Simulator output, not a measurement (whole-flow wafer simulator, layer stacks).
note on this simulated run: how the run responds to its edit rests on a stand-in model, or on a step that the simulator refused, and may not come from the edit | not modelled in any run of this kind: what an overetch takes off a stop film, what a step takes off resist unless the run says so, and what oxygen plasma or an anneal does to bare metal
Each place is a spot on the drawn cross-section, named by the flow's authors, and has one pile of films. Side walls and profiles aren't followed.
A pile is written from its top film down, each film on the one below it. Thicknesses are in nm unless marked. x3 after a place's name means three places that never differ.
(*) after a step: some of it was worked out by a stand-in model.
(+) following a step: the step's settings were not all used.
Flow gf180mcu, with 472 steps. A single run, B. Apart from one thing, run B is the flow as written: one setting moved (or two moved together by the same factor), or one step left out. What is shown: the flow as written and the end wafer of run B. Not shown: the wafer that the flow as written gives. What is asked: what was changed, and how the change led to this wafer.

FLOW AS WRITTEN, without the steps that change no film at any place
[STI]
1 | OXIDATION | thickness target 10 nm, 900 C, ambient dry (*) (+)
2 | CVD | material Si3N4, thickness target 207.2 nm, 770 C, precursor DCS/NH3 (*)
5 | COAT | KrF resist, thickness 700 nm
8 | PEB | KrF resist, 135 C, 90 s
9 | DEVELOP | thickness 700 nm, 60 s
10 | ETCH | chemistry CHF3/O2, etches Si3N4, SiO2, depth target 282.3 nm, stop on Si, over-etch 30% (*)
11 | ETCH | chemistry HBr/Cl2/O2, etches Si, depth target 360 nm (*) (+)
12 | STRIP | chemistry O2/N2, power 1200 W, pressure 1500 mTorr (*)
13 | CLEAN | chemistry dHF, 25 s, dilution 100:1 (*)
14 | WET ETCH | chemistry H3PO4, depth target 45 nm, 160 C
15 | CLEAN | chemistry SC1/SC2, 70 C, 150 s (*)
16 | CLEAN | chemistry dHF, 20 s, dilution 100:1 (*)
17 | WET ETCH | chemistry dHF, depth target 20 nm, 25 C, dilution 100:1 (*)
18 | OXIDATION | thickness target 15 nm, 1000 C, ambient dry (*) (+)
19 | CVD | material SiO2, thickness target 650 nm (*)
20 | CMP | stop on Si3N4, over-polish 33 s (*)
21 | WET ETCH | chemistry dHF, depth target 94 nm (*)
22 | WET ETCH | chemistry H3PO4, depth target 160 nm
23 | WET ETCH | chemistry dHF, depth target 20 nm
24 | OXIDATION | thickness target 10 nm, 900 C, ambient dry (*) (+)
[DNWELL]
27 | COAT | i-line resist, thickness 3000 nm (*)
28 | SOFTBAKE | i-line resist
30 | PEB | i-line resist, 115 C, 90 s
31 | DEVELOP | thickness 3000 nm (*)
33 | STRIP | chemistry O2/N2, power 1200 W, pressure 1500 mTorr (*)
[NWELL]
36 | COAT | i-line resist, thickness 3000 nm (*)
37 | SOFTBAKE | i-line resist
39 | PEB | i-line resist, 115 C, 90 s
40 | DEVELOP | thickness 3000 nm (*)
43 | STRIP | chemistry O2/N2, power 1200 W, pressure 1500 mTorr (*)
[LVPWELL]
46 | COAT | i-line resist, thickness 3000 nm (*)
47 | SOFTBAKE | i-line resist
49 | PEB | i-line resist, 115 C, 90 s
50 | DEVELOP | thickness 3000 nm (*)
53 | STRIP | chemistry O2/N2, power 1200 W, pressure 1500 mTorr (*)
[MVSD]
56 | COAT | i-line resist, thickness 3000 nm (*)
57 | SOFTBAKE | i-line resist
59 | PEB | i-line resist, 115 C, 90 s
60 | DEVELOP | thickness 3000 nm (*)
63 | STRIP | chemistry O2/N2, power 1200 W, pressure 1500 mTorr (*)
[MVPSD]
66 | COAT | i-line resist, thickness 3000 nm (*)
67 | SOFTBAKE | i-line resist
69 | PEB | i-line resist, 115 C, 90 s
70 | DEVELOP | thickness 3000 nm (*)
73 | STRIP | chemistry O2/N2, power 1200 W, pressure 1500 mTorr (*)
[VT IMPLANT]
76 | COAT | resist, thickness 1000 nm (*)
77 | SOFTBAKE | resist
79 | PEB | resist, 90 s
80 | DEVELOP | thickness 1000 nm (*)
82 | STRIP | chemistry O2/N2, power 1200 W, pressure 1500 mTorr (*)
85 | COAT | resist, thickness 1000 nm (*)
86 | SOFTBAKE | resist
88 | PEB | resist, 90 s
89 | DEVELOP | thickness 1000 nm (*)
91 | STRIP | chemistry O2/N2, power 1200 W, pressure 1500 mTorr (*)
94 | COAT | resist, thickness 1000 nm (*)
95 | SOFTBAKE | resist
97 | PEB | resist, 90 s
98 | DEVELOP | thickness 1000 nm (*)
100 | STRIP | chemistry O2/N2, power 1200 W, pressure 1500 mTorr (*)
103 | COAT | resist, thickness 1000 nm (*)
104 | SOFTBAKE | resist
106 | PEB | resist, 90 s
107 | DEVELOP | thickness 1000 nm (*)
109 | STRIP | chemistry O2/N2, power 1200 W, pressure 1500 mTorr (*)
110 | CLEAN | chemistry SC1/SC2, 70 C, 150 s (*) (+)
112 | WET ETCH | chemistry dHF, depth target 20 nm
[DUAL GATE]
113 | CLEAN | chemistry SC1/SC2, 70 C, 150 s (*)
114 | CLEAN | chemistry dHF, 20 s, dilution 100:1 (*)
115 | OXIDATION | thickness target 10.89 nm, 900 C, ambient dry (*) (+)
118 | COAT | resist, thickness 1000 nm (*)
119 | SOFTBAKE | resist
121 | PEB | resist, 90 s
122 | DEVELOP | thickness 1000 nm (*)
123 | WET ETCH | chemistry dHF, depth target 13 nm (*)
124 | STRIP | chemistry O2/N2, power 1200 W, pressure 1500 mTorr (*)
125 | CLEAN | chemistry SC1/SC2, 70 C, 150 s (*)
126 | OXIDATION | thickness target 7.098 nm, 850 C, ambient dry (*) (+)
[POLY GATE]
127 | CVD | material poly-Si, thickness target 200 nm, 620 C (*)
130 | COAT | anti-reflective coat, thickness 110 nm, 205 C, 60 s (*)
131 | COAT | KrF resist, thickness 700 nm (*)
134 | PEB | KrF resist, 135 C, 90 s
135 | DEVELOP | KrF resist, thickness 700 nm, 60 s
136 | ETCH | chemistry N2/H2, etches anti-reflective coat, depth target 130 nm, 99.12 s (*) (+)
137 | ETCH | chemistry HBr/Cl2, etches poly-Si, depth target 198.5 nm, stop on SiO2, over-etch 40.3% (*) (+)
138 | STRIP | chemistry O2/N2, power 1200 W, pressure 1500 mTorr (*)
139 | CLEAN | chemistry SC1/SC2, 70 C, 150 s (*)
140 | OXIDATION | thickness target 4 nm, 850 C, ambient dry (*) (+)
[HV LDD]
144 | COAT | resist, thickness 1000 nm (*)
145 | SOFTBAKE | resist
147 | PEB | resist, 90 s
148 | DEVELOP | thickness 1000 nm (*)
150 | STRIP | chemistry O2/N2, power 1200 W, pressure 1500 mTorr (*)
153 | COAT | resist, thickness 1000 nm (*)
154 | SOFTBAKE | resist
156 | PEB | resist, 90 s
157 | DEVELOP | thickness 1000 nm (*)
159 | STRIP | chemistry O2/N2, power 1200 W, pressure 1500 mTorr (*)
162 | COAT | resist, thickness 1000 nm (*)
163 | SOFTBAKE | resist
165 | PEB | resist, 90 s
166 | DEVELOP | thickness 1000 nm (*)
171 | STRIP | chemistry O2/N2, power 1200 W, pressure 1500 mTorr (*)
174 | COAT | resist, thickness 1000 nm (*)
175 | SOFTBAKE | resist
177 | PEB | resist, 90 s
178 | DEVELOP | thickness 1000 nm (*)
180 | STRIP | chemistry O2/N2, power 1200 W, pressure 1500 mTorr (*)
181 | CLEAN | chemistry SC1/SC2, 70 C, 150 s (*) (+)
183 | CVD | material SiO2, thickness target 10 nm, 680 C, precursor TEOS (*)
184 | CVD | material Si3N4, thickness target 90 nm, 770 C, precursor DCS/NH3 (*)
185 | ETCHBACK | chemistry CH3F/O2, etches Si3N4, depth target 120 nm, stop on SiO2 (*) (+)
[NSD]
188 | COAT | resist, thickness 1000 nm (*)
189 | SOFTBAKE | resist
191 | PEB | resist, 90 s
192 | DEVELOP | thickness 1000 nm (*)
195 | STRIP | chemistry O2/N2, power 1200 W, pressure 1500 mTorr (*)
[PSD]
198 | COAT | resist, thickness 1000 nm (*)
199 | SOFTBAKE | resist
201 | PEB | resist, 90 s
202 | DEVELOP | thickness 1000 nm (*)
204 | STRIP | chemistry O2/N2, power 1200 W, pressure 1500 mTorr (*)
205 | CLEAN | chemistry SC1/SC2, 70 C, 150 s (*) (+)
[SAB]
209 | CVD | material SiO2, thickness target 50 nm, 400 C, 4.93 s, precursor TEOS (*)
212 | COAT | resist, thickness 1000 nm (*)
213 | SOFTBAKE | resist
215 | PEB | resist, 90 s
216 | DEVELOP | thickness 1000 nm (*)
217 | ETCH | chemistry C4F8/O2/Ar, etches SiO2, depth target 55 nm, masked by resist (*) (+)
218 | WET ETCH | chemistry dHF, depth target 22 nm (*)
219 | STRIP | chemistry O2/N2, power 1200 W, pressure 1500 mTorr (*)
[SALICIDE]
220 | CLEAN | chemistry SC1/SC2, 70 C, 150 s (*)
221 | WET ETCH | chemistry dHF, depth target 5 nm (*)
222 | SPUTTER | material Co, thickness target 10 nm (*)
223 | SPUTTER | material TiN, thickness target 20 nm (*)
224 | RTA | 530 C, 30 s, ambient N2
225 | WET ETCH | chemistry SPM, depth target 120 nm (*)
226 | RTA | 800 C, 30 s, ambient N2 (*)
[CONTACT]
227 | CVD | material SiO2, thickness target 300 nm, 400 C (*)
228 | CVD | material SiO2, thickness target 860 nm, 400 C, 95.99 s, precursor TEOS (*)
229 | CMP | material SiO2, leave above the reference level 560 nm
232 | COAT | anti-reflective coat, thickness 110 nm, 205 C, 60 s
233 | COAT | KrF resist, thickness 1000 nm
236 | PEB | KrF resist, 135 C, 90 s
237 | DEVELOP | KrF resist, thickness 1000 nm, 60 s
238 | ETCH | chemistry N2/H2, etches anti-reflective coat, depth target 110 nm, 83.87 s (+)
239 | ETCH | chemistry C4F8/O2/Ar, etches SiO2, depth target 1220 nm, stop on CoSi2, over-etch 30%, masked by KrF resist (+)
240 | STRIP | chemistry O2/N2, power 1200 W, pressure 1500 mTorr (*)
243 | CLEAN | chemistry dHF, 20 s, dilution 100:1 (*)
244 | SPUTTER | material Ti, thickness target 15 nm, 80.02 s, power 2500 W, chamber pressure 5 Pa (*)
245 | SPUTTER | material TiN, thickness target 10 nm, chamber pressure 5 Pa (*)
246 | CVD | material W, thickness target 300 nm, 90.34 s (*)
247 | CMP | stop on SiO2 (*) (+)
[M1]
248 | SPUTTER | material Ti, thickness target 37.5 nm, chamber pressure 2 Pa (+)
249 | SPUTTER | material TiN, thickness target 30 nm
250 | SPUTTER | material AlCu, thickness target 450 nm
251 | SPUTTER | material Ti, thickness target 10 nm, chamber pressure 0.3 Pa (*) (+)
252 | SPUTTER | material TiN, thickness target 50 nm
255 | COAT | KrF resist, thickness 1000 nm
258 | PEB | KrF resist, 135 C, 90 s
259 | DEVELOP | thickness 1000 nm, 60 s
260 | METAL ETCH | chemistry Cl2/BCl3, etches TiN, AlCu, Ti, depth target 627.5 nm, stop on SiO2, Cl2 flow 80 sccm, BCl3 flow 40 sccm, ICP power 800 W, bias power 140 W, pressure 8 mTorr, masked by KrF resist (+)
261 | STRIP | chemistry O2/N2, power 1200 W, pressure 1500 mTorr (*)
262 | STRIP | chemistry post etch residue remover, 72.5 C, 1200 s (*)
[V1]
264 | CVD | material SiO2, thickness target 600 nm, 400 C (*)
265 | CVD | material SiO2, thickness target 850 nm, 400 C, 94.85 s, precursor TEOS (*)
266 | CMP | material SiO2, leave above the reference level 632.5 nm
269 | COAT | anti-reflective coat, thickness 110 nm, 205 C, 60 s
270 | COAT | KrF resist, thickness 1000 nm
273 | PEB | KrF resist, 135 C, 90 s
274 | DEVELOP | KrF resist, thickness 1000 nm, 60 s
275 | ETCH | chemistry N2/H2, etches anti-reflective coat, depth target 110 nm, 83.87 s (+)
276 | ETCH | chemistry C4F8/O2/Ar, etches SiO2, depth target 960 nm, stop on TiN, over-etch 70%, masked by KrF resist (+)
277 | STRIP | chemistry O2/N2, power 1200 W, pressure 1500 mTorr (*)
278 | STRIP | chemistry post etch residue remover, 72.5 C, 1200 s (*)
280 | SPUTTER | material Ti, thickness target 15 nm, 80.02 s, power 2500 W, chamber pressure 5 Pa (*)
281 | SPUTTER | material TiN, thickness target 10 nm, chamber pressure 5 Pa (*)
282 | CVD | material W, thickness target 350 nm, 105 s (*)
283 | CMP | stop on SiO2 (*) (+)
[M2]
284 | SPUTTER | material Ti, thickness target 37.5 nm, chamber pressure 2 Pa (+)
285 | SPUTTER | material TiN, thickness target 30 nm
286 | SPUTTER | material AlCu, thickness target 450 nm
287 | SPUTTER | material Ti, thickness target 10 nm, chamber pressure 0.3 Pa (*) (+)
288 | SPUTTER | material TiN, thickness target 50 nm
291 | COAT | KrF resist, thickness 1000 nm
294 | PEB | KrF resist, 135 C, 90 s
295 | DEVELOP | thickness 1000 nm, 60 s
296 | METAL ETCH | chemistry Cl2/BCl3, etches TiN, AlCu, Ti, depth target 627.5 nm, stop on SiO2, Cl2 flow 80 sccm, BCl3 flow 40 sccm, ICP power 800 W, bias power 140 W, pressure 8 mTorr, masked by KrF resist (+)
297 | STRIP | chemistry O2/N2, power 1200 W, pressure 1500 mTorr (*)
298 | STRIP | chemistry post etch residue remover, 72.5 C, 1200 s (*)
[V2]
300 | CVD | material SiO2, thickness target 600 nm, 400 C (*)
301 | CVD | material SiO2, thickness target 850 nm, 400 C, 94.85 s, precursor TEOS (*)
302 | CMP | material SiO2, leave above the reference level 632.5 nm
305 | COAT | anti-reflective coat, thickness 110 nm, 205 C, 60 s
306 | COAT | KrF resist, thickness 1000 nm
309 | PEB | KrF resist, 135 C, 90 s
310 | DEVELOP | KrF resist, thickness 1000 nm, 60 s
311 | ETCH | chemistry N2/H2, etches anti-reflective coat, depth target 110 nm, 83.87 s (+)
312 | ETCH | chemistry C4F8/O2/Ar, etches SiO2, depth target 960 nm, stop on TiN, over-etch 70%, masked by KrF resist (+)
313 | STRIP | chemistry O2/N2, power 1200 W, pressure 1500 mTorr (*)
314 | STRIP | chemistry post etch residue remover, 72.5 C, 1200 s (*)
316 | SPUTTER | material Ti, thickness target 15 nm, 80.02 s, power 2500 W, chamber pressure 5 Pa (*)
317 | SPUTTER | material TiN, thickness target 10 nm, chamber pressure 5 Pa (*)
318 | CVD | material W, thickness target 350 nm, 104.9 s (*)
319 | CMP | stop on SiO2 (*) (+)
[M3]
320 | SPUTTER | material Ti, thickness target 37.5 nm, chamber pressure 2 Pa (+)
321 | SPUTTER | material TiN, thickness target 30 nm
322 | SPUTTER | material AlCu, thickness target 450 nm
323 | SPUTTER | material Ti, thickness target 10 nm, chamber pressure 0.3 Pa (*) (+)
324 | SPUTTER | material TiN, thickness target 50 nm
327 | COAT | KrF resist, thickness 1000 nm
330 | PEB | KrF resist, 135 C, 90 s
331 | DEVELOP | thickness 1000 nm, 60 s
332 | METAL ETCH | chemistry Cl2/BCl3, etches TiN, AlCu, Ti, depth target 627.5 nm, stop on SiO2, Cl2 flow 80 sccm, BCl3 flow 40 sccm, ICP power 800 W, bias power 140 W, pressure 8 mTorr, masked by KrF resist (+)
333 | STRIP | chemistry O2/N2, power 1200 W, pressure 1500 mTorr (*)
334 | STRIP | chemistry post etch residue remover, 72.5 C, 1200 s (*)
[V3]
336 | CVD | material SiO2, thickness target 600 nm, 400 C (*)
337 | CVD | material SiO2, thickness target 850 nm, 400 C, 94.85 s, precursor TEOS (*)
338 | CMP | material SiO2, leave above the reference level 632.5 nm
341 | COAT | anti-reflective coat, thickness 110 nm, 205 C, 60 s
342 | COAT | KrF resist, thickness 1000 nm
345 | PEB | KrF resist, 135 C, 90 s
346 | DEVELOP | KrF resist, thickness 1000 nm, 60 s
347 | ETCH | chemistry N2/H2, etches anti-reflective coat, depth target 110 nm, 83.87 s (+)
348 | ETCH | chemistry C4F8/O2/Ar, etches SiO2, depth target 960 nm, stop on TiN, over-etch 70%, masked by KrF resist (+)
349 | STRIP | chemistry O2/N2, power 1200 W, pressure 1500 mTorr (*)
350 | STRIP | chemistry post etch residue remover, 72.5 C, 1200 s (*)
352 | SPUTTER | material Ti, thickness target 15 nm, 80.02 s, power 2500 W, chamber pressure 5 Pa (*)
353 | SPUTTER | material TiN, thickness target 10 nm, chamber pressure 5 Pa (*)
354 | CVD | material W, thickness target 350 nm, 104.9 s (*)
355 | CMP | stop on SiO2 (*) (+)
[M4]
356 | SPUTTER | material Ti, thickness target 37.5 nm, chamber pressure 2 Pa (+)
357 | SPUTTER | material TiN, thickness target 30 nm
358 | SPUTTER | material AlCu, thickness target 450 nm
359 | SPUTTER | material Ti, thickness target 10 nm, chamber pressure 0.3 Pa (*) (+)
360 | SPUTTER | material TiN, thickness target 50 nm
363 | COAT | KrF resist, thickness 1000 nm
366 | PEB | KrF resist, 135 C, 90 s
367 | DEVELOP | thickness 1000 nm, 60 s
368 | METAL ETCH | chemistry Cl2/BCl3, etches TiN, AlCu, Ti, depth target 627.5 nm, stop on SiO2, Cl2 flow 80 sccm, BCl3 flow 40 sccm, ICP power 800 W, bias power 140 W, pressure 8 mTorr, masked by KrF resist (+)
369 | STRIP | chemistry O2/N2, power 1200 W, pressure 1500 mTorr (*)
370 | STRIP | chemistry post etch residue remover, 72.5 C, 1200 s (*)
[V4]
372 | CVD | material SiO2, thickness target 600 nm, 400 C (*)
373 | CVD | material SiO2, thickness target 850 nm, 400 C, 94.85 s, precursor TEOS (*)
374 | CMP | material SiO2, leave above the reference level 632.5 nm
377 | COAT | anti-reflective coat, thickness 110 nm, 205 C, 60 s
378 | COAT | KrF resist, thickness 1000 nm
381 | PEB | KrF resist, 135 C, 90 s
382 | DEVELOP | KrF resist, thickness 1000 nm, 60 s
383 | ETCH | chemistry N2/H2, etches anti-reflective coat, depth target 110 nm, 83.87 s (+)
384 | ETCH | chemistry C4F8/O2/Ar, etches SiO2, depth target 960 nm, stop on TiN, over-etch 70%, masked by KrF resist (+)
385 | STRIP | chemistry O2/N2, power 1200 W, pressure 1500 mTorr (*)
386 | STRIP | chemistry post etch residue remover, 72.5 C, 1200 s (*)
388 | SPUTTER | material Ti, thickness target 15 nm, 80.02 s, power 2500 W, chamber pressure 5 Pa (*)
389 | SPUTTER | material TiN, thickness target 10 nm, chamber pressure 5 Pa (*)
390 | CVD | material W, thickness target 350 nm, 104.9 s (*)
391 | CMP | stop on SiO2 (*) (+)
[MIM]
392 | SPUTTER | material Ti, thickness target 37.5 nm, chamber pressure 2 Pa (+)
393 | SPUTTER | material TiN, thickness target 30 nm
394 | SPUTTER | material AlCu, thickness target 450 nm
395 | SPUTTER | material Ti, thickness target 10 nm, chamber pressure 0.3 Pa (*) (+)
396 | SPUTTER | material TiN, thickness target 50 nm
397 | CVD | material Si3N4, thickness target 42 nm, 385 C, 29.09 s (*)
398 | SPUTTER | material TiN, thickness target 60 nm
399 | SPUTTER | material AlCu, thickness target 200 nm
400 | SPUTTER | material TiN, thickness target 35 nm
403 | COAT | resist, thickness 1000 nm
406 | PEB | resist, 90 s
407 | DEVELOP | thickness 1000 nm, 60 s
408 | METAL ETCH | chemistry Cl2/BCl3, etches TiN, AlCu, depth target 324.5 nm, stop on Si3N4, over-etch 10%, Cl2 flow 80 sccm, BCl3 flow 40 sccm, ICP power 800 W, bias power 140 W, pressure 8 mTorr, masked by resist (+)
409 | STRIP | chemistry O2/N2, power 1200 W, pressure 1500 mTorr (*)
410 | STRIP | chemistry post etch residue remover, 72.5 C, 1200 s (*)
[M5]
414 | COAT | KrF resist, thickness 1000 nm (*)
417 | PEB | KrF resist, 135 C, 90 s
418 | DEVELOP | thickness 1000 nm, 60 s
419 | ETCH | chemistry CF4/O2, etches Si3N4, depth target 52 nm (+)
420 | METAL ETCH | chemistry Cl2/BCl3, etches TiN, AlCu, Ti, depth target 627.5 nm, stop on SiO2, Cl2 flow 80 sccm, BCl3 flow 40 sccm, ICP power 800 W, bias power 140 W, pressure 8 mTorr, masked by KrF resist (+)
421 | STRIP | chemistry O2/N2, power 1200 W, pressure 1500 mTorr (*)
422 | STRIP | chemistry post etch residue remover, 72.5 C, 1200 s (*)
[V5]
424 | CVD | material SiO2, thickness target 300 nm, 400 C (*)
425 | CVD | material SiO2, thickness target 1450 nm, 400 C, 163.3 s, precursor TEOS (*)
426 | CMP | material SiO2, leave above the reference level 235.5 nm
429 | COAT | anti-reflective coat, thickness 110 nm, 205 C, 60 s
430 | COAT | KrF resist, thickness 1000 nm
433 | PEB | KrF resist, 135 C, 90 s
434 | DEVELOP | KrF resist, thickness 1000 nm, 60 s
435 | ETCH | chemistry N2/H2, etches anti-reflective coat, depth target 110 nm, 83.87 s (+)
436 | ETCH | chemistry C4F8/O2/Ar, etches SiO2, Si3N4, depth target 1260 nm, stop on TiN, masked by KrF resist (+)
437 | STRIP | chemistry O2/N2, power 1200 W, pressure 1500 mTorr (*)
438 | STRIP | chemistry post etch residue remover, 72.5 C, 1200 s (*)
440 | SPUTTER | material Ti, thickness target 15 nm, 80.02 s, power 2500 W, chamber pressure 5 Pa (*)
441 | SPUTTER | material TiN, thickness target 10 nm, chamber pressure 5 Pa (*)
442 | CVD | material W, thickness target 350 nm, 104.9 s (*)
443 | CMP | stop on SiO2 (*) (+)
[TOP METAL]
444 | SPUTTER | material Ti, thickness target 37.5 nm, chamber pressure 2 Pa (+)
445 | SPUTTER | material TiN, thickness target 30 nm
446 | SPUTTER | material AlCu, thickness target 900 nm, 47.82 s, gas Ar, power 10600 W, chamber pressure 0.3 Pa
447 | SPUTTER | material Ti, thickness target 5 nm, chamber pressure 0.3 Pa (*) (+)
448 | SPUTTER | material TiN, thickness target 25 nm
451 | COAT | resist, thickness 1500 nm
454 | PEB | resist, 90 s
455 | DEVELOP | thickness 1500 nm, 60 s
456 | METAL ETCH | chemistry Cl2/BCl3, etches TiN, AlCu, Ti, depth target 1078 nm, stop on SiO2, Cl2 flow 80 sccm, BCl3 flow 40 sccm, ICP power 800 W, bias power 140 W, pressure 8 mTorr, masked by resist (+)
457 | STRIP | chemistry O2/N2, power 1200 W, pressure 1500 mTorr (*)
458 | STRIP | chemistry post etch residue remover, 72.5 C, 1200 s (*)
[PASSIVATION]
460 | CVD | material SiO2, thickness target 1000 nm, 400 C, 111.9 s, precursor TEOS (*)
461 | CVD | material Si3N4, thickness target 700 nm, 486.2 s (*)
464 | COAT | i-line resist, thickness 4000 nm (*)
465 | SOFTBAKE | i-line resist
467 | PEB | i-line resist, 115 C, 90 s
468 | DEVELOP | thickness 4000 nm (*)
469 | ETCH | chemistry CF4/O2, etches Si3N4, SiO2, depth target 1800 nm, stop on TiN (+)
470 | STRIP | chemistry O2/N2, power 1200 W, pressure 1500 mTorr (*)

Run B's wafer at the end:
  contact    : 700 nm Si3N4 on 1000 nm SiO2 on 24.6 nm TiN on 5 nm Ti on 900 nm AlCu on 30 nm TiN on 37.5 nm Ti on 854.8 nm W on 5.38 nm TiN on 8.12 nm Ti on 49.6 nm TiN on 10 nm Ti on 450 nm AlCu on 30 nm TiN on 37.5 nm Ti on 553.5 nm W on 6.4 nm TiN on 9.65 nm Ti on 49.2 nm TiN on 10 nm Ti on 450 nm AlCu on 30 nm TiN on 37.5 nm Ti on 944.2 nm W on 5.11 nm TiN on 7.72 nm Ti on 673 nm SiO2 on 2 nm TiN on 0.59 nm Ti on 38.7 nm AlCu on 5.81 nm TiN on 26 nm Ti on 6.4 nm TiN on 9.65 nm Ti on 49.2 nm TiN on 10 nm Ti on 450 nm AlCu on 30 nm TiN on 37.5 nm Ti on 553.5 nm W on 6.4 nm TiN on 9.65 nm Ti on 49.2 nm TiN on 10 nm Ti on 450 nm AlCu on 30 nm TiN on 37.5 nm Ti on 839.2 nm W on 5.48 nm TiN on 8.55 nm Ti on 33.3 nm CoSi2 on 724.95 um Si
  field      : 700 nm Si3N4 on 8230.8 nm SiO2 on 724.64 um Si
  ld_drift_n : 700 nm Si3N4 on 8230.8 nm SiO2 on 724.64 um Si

Cause: step 318, CVD: material W, thickness target 350 nm, 104.9 s (*), was not run.

The path from the change to this, step by step:
  319 | CMP | stop on SiO2 (*) (+)
      field, field__w1, field__w2 and 107 more: -10 TiN (all of it), -15 Ti (all of it), -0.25 SiO2 (it would be, as written: -350 W (all of it), -10 TiN (all of it), -15 Ti (all of it), -3.78 SiO2)
      contact: nothing (it would be, as written: -378.8 W)
  320 | SPUTTER | material Ti, thickness target 37.5 nm, chamber pressure 2 Pa (+)
      contact: +26 Ti (new film) (it would be, as written: +37.5 Ti (new film))
  321 | SPUTTER | material TiN, thickness target 30 nm
      contact: +5.81 TiN (new film) (it would be, as written: +30 TiN (new film))
  322 | SPUTTER | material AlCu, thickness target 450 nm
      contact: +38.7 AlCu (new film) (it would be, as written: +450 AlCu (new film))
  323 | SPUTTER | material Ti, thickness target 10 nm, chamber pressure 0.3 Pa (*) (+)
      contact: +0.59 Ti (new film) (it would be, as written: +10 Ti (new film))
  324 | SPUTTER | material TiN, thickness target 50 nm
      contact: +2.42 TiN (new film) (it would be, as written: +50 TiN (new film))
  327 | COAT | KrF resist, thickness 1000 nm
      field__w1, field__w8: +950 KrF resist (new film) (it would be, as written: +1000 KrF resist (new film))
      n_well: +969.9 KrF resist (new film) (it would be, as written: +1000 KrF resist (new film))
      (and at 7 other places as well)
  330 | PEB | KrF resist, 135 C, 90 s
      contact: -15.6 KrF resist (it would be, as written: -6.68 KrF resist)
      m1: -6.01 KrF resist (it would be, as written: -6.68 KrF resist)
  331 | DEVELOP | thickness 1000 nm, 60 s
      field__w1: -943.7 KrF resist (all of it) (it would be, as written: -993.3 KrF resist (all of it))
      n_well: -963.4 KrF resist (all of it) (it would be, as written: -993.3 KrF resist (all of it))
      (and at 4 other places as well)
  333 | STRIP | chemistry O2/N2, power 1200 W, pressure 1500 mTorr (*)
      field__w8: -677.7 KrF resist (all of it) (it would be, as written: -727.4 KrF resist (all of it))
      contact: -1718 KrF resist (all of it) (it would be, as written: -727.4 KrF resist (all of it))
      (and at 2 other places as well)
  336 | CVD | material SiO2, thickness target 600 nm, 400 C (*)
      contact: +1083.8 SiO2 (new film) (it would be, as written: +600 SiO2 (new film))
  338 | CMP | material SiO2, leave above the reference level 632.5 nm
      contact: -300 SiO2 (it would be, as written: -877.1 SiO2)
  348 | ETCH | chemistry C4F8/O2/Ar, etches SiO2, depth target 960 nm, stop on TiN, over-etch 70%, masked by KrF resist (+)
      contact: -960 SiO2 (it would be, as written: -572.1 SiO2 (all of it))
  352 | SPUTTER | material Ti, thickness target 15 nm, 80.02 s, power 2500 W, chamber pressure 5 Pa (*)
      contact: +7.72 Ti (new film) (it would be, as written: +9.65 Ti (new film))
  353 | SPUTTER | material TiN, thickness target 10 nm, chamber pressure 5 Pa (*)
      contact: +5.11 TiN (new film) (it would be, as written: +6.4 TiN (new film))
  354 | CVD | material W, thickness target 350 nm, 104.9 s (*)
      contact: +1323 W (new film) (it would be, as written: +932.3 W (new film))
Taking metal films that touch as one body, contact has 2 bodies (between them, from the top down: SiO2 673); the flow as written gives 1 body.
